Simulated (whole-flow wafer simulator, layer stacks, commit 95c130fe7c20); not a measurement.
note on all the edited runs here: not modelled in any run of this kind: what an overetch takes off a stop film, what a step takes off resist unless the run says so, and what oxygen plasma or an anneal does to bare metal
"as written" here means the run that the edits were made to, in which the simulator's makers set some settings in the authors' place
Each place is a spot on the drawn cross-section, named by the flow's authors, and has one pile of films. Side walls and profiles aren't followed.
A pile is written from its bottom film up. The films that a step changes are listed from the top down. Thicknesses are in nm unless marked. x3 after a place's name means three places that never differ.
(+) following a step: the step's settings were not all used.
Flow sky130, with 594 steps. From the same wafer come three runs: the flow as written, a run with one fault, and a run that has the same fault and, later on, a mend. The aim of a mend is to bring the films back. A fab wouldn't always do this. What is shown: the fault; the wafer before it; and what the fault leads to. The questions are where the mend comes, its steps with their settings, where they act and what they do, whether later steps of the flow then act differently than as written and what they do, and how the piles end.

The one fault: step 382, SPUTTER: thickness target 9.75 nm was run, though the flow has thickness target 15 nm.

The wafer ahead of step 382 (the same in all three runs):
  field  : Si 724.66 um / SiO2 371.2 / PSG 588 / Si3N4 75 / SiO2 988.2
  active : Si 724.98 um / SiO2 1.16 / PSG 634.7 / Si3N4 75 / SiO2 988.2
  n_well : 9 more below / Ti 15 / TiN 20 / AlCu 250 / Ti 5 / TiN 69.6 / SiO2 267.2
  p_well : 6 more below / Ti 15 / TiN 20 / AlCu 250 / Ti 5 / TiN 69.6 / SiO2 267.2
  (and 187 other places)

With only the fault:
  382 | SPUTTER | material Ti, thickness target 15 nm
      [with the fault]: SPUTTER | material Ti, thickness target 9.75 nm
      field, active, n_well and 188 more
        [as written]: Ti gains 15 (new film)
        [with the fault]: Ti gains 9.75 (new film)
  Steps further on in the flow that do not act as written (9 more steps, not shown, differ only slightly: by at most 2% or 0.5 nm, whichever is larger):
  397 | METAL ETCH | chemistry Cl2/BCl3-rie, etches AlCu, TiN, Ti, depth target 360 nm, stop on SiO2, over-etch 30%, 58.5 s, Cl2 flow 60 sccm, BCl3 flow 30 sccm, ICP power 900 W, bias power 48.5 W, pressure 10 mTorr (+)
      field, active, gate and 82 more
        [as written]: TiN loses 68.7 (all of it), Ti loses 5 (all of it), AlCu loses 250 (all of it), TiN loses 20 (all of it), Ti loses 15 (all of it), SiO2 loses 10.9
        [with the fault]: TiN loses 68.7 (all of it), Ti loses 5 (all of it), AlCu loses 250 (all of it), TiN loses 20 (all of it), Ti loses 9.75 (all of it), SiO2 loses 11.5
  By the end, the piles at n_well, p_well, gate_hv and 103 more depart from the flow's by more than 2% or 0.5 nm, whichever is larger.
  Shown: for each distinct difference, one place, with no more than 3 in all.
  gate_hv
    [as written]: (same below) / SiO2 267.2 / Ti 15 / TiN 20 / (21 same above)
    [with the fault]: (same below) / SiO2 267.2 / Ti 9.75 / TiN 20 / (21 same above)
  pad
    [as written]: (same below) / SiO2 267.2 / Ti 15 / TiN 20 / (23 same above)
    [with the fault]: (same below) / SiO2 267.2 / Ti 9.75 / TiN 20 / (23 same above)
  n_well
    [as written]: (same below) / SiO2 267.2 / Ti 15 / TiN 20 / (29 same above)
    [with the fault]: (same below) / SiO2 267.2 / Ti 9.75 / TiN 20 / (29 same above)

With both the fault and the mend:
  The mend stands after step 382.
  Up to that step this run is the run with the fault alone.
  382a | SPUTTER | material Ti, thickness target 5.25 nm (the flow's step 382, run once more with other settings)
      field, active, n_well and 188 more
        Ti gains 5.25
  None of the later steps of the flow acts differently than as written at any place that is followed.
  By the end, the piles equal the flow's at every place that both follow.
